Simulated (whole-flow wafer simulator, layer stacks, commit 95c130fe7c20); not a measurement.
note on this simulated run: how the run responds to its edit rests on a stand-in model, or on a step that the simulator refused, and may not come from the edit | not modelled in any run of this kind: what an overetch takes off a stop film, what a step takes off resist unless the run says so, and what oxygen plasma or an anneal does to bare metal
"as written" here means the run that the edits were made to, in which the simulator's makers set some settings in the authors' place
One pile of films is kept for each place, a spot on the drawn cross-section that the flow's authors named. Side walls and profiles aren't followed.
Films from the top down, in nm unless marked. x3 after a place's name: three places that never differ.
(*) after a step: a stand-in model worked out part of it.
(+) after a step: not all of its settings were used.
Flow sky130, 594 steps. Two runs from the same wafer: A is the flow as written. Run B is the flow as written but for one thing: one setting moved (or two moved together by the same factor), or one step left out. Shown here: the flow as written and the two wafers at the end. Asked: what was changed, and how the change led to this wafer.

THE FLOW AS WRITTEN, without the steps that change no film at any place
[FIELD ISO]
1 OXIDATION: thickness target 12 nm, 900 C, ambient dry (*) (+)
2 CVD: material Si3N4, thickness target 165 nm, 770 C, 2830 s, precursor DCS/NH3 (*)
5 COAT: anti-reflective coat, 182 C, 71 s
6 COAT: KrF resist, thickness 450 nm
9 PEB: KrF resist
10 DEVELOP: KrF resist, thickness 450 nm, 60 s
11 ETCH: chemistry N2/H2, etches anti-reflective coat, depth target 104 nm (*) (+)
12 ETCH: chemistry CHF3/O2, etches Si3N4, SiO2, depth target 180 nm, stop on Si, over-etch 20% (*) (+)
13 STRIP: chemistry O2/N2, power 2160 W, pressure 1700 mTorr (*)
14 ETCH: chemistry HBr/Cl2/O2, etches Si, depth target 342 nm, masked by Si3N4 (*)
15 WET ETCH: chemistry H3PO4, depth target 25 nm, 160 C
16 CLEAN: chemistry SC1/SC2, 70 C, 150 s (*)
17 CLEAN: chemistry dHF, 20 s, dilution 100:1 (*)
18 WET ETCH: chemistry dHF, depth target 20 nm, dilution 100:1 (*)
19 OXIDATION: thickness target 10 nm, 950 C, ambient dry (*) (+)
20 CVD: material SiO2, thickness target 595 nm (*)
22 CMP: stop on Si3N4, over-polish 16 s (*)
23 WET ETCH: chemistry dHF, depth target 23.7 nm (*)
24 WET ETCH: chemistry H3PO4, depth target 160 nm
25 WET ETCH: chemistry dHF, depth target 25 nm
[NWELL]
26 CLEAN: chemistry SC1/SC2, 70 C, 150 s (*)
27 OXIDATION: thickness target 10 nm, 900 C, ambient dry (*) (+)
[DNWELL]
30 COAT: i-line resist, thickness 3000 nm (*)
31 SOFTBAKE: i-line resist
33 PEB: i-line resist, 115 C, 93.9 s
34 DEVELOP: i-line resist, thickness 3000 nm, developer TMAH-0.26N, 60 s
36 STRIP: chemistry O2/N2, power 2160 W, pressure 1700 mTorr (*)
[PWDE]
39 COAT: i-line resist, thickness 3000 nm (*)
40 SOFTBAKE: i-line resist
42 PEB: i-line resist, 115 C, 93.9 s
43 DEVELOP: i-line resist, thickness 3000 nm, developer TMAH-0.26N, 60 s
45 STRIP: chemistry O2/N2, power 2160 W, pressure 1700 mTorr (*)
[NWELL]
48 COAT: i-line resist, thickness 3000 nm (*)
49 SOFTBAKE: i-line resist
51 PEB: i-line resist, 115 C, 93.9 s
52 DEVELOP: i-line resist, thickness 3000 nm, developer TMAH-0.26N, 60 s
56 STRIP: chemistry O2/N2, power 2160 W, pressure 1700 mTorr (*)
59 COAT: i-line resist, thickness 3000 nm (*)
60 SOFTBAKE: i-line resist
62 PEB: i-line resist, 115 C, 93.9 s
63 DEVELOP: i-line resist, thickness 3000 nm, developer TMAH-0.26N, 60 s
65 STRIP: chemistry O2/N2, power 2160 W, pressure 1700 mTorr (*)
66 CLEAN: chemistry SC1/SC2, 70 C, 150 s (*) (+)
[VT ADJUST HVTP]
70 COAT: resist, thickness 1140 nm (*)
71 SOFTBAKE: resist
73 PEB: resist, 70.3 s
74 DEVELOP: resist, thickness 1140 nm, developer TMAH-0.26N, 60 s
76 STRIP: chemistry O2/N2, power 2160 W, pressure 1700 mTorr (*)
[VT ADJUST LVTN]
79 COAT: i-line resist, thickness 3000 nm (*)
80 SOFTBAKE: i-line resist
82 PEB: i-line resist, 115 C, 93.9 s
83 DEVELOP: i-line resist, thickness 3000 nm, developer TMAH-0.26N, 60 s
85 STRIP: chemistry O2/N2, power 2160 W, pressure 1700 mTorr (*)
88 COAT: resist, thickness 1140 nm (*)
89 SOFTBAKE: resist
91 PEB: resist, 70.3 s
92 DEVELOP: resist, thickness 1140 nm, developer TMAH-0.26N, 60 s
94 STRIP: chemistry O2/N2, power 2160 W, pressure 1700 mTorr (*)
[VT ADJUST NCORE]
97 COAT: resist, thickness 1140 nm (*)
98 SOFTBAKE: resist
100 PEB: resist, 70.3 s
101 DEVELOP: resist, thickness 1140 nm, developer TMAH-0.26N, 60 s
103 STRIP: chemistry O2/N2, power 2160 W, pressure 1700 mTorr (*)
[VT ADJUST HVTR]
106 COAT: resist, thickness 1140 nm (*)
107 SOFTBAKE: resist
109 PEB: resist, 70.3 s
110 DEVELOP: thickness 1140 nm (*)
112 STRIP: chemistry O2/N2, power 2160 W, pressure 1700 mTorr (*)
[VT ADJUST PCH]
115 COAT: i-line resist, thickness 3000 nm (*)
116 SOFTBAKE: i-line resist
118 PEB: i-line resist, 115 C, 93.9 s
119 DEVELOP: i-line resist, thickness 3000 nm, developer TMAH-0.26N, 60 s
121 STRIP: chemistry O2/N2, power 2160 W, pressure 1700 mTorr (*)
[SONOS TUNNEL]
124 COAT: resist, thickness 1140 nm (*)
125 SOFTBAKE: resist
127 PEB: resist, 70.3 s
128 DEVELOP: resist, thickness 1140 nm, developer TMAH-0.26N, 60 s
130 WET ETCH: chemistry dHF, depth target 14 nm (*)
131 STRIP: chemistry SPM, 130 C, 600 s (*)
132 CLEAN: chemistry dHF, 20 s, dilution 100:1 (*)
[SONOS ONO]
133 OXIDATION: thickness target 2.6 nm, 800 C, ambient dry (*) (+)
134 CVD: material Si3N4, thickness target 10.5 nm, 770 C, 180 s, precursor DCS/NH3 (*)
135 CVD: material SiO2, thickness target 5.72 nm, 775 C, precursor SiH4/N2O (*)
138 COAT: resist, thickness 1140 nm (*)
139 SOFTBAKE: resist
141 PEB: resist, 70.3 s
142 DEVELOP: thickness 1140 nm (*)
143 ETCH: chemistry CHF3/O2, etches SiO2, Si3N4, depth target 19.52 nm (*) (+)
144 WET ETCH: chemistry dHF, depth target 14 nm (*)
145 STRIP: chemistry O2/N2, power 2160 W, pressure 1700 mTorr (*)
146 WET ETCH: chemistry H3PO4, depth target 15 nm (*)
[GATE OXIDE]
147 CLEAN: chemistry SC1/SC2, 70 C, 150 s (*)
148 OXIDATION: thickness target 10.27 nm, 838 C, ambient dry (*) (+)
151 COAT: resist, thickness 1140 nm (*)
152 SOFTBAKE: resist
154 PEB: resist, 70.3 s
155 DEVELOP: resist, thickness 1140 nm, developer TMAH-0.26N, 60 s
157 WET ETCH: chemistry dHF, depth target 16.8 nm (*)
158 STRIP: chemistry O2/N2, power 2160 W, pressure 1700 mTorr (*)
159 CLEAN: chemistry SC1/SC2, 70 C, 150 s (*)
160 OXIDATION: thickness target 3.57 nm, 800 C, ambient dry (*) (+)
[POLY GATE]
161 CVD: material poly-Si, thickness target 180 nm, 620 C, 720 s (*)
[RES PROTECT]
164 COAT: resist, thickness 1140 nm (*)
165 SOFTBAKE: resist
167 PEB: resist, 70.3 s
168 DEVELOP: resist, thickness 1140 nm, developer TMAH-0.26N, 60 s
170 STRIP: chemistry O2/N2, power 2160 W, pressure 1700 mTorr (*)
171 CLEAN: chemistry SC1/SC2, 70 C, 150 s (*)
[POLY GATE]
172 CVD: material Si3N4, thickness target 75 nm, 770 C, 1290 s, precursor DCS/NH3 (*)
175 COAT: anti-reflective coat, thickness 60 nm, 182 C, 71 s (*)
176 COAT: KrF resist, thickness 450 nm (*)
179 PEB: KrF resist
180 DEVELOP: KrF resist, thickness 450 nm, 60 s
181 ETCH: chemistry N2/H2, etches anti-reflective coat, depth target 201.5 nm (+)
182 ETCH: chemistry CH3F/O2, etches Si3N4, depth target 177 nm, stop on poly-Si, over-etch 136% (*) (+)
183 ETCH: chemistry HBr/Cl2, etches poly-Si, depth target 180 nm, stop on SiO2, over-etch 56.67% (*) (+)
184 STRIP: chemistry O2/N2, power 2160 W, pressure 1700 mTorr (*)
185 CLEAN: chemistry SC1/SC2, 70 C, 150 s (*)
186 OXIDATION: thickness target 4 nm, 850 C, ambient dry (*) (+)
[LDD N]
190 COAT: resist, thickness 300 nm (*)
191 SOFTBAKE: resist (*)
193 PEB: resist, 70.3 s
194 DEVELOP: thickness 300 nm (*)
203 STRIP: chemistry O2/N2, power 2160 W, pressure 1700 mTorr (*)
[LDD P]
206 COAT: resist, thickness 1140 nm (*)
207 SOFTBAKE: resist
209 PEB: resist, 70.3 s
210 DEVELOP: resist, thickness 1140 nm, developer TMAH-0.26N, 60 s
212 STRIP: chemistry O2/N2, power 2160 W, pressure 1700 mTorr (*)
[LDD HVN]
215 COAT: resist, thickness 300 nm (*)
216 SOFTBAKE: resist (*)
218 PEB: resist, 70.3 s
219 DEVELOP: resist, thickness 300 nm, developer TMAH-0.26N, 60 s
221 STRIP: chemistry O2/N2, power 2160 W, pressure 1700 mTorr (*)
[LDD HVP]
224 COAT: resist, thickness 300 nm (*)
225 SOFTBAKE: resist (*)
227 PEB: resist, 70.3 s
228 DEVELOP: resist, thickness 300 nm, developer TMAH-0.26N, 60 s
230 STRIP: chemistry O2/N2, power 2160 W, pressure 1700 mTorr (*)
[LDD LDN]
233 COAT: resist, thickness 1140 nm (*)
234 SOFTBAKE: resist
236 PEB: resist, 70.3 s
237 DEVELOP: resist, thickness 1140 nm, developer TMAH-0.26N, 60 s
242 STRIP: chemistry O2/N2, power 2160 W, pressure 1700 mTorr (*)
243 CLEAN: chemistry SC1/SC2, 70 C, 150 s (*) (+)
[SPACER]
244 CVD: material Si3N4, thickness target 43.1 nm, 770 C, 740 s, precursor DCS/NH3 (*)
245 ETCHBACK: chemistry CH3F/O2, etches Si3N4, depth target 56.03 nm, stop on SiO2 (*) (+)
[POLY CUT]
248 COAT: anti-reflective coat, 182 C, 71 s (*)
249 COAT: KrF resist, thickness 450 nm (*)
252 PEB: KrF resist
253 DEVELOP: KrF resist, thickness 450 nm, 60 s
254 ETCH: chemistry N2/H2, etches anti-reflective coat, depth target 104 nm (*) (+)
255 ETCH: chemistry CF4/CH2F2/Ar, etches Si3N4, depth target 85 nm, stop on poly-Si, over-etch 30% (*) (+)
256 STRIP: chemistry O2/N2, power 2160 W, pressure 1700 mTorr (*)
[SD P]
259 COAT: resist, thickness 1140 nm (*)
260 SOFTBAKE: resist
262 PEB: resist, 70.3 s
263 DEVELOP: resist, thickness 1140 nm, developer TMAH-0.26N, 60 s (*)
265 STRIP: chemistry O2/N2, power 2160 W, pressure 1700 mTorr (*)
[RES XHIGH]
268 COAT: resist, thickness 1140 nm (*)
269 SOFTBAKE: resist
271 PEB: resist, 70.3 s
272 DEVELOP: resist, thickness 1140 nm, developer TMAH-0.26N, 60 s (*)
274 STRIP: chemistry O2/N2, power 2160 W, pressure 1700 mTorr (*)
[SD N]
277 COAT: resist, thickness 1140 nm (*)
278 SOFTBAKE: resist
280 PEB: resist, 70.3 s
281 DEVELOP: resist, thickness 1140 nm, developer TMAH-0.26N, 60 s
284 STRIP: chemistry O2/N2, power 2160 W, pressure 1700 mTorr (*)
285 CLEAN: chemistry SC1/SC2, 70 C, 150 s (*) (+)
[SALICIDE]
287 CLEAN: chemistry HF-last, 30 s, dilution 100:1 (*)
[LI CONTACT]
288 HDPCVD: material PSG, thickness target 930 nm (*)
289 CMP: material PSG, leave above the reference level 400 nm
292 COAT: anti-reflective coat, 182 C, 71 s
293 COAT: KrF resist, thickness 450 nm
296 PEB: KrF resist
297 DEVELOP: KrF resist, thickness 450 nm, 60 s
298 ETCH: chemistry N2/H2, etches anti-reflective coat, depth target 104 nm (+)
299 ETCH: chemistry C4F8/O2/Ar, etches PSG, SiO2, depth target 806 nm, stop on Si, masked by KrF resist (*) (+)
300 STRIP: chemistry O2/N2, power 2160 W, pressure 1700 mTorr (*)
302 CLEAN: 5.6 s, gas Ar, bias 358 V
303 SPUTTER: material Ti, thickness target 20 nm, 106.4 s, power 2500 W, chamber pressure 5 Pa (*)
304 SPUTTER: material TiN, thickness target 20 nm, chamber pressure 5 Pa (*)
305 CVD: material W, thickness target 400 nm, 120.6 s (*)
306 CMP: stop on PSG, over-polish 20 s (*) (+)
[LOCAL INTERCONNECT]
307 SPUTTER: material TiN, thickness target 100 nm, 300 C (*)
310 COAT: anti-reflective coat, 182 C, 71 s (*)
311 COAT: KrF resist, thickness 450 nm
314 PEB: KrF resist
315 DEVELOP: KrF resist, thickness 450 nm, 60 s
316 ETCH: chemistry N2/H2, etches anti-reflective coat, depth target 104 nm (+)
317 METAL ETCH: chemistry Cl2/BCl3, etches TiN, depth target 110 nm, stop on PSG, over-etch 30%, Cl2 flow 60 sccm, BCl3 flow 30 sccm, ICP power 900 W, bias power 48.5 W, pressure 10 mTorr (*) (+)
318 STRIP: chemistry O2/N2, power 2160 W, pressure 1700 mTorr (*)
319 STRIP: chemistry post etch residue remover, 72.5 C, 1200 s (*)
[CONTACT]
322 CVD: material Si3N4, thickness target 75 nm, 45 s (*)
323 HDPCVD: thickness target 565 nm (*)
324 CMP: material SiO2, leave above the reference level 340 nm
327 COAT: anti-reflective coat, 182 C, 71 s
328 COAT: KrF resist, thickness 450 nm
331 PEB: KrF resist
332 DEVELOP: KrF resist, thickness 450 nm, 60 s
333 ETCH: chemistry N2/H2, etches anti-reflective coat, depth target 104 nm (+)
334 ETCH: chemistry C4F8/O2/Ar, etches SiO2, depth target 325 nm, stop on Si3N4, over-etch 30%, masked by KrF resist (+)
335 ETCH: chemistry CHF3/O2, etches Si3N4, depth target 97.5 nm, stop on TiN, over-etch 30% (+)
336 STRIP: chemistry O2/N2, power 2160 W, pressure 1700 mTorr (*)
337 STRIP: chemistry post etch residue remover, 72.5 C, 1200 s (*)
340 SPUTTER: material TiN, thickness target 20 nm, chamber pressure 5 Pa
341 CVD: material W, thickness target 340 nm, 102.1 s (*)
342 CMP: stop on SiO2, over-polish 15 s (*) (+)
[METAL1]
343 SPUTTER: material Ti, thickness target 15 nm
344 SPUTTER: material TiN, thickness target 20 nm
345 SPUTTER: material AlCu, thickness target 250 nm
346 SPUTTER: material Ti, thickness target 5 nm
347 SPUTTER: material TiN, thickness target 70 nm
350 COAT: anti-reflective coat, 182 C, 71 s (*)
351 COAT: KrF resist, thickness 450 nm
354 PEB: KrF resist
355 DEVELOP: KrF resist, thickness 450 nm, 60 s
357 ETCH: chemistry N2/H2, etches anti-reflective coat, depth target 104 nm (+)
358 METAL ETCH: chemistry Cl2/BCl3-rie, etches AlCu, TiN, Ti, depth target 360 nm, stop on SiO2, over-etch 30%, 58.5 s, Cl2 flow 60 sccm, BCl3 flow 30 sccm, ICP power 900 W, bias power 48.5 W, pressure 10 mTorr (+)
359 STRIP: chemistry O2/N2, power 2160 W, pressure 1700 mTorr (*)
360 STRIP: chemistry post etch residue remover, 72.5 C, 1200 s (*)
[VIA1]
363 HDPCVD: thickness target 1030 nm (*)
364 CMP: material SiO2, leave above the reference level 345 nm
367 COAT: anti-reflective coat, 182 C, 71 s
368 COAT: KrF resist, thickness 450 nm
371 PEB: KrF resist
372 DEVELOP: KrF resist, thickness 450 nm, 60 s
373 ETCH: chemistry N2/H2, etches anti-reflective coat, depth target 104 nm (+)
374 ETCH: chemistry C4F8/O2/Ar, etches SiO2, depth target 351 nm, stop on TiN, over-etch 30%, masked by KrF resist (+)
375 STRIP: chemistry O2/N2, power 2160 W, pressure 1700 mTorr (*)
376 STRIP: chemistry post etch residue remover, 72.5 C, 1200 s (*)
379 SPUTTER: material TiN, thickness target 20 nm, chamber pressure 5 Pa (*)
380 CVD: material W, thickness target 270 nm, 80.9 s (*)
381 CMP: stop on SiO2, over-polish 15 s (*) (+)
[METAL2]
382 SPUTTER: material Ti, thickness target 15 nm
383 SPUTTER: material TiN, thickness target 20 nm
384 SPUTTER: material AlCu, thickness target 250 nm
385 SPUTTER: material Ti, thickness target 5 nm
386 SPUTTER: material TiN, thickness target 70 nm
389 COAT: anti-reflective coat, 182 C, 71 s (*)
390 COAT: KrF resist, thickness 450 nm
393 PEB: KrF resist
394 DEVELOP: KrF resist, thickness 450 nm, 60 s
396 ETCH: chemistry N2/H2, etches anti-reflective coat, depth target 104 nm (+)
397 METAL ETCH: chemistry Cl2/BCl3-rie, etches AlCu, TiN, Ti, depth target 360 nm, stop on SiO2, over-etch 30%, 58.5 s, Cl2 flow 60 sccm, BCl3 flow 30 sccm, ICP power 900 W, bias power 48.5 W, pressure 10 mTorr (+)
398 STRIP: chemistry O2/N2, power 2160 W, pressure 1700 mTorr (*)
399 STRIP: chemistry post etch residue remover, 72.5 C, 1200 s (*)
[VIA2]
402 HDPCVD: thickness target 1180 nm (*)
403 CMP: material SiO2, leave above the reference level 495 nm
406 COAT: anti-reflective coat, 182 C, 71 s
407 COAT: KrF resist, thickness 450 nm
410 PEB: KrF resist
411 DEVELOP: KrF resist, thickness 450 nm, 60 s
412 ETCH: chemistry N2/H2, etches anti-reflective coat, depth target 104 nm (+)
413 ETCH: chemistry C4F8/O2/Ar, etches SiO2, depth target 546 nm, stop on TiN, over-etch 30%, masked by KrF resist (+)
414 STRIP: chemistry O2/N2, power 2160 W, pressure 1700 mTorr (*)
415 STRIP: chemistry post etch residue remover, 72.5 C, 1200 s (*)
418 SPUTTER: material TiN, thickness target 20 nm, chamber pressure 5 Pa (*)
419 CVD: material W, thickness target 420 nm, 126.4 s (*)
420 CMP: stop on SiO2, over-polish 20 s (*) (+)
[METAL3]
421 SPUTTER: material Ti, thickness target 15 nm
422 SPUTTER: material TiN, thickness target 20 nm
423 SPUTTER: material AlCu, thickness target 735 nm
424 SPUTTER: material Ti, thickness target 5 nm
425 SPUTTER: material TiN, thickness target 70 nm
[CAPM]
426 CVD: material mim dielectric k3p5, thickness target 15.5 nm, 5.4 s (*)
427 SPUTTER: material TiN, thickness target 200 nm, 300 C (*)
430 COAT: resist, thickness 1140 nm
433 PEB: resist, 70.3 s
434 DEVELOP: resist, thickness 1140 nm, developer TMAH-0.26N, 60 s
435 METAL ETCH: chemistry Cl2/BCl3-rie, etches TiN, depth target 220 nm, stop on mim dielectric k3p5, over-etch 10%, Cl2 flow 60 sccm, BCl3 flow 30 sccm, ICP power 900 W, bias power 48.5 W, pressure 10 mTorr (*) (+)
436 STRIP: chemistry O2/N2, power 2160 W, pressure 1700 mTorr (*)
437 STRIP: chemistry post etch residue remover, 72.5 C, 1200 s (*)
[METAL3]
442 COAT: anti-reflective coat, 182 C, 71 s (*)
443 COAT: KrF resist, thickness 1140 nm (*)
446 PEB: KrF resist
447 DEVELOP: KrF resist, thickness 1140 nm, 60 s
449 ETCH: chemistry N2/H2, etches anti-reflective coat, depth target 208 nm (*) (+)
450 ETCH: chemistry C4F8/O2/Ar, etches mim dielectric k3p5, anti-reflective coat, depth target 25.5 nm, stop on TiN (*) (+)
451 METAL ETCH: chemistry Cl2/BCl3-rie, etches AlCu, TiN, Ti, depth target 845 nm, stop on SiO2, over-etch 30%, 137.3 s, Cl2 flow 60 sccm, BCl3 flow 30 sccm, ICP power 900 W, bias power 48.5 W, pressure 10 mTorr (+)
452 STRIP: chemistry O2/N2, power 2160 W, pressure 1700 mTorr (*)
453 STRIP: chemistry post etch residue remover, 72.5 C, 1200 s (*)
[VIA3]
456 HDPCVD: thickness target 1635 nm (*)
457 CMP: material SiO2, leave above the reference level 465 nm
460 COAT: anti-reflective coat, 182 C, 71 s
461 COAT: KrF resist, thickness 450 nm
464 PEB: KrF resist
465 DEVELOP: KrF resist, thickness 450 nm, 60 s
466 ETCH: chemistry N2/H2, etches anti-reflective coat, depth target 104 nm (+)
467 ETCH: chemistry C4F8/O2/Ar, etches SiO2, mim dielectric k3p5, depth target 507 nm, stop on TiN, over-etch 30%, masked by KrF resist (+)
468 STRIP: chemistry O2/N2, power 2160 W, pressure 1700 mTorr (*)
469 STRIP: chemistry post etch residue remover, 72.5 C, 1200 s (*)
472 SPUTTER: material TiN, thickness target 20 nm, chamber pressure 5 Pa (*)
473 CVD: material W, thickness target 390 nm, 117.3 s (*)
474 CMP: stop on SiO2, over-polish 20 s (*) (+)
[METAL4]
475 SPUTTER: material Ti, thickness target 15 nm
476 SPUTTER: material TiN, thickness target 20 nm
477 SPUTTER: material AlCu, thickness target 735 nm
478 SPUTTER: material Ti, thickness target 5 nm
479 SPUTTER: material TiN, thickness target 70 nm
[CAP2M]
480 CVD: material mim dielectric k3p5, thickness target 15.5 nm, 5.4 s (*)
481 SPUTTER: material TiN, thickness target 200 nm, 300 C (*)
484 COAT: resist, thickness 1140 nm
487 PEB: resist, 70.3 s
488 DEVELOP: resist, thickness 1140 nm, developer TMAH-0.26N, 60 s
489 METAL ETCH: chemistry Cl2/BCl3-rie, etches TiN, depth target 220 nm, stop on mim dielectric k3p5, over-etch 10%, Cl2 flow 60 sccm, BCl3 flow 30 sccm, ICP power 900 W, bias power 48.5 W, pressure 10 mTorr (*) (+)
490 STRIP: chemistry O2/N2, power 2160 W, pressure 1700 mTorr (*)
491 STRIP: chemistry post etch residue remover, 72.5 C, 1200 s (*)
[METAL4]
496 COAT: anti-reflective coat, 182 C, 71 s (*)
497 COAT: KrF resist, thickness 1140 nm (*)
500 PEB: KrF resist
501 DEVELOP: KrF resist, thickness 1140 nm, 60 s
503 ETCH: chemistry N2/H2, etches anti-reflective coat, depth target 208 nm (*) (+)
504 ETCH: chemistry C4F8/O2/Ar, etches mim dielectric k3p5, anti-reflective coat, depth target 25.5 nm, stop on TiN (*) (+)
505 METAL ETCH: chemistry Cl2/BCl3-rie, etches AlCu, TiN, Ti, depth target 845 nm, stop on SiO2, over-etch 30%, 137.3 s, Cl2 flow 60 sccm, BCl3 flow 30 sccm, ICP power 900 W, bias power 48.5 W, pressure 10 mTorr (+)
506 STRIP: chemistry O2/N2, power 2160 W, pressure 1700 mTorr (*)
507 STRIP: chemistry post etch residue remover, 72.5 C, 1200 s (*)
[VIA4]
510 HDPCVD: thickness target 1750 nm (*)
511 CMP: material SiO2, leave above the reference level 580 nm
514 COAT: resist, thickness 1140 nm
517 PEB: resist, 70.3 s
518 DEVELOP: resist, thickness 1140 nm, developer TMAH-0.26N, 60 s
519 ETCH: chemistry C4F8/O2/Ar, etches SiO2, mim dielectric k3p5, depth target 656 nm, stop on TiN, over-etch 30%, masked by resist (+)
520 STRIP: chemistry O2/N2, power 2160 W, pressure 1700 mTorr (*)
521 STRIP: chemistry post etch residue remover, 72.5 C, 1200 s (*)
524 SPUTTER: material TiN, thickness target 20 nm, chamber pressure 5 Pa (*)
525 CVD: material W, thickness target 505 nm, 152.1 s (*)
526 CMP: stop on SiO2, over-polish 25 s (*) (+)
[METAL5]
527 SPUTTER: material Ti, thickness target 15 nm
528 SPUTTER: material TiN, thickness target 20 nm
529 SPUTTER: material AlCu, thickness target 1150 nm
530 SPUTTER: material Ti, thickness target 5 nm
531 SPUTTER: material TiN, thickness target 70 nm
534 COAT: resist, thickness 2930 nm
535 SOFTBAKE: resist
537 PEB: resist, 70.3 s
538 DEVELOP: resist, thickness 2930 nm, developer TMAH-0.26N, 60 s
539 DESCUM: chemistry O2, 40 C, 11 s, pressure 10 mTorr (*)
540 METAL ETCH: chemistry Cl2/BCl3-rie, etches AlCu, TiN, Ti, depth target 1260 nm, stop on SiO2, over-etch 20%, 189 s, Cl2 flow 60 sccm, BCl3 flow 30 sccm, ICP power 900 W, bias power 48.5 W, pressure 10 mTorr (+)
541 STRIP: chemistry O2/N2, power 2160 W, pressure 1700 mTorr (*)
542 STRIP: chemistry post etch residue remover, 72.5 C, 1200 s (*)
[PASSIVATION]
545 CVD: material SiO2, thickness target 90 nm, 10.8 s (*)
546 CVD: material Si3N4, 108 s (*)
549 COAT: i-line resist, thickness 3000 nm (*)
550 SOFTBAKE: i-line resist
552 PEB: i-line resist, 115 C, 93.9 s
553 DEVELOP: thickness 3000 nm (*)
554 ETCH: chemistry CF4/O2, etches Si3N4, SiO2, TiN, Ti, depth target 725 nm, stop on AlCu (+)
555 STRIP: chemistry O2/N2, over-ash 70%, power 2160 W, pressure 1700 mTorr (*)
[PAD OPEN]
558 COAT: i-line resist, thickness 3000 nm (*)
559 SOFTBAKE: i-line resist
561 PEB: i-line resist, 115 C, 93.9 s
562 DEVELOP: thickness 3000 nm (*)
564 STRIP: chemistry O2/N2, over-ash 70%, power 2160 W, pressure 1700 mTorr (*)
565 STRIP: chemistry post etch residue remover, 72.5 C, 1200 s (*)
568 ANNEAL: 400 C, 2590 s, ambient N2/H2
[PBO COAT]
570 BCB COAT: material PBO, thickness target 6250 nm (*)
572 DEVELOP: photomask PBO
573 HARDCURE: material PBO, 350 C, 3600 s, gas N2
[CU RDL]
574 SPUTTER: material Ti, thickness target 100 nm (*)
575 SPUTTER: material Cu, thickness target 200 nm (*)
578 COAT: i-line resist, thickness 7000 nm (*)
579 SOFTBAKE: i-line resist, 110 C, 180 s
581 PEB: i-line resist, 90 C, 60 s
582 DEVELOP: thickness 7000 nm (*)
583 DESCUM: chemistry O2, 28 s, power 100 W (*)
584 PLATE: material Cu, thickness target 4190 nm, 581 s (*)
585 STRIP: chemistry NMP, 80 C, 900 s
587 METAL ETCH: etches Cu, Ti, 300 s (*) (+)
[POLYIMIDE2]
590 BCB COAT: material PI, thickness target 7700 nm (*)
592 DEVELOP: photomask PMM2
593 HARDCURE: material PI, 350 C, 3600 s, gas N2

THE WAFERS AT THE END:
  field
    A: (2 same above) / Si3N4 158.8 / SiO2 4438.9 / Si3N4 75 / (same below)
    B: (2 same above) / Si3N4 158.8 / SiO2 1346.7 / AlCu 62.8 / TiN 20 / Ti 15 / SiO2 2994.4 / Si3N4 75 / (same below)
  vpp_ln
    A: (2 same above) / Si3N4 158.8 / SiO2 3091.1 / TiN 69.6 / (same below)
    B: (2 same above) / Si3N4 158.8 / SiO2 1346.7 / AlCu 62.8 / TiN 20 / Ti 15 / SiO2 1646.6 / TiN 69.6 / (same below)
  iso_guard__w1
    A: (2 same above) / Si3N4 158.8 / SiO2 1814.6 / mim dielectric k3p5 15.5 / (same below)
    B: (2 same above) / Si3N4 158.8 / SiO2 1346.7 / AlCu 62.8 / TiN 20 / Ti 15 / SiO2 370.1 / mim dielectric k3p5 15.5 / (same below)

The cause: step 505, METAL ETCH: depth target 570.4 nm was run, where the flow has depth target 845 nm; step 505, METAL ETCH: 92.7 s was run, where the flow has 137.3 s.

How the change led to this, step by step:
  505 METAL ETCH: chemistry Cl2/BCl3-rie, etches AlCu, TiN, Ti, depth target 845 nm, stop on SiO2, over-etch 30%, 137.3 s, Cl2 flow 60 sccm, BCl3 flow 30 sccm, ICP power 900 W, bias power 48.5 W, pressure 10 mTorr (+)
      field, gate, spacer and 68 more: A TiN -70 (all of it), Ti -5 (all of it), AlCu -735 (all of it), TiN -20 (all of it), Ti -15 (all of it), SiO2 -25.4 | B TiN -70 (all of it), Ti -5 (all of it), AlCu -666.5
      active, vpp_iso1, mim_edge_plate and 14 more: A TiN -70 (all of it), Ti -5 (all of it), AlCu -735 (all of it), TiN -20 (all of it), Ti -15 (all of it), SiO2 -25.3 | B TiN -70 (all of it), Ti -5 (all of it), AlCu -666.5
      (and at 105 more places)
  506 STRIP: chemistry O2/N2, power 2160 W, pressure 1700 mTorr (*)
      n_well, p_well, gate_hv and 83 more: A KrF resist -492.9 (all of it), anti-reflective coat -80 (all of it) | B KrF resist -671.4 (all of it), anti-reflective coat -80 (all of it)
      vcap_hvt, varactor_hvt_edge, varactor_hvt_sp: A KrF resist -494.5 (all of it), anti-reflective coat -80.3 (all of it) | B KrF resist -673 (all of it), anti-reflective coat -80.3 (all of it)
      (and at 16 more places)
  507 STRIP: chemistry post etch residue remover, 72.5 C, 1200 s (*)
      field, active, gate and 85 more: A nothing | B AlCu -5.72
  510 HDPCVD: thickness target 1750 nm (*)
      field, active, gate and 85 more: A SiO2 +1750 | B SiO2 +1750 (new film)
  511 CMP: material SiO2, leave above the reference level 580 nm
      field, active, gate and 77 more: A SiO2 -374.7 | B SiO2 -497.8
      iso_guard__w1, mim_edge_gap, vpp_l1ln, vpp_m3ln, rpm_encl, via2_enc, rpm_encl_psd, iso_guard_nsd_tip: A SiO2 -374.6 | B SiO2 -497.8
Counting metal films that touch as one body, field has 1 body; the flow as written gives 0 bodies.
Counting metal films that touch as one body, vpp_ln has 3 bodies (between them, from the top down: SiO2 1646.6; SiO2 267.2); the flow as written gives 2 bodies (between them, from the top down: SiO2 267.2).
Counting metal films that touch as one body, iso_guard__w1 has 2 bodies (between them, from the top down: SiO2 370.1 / mim dielectric k3p5 15.5); the flow as written gives 1 body.
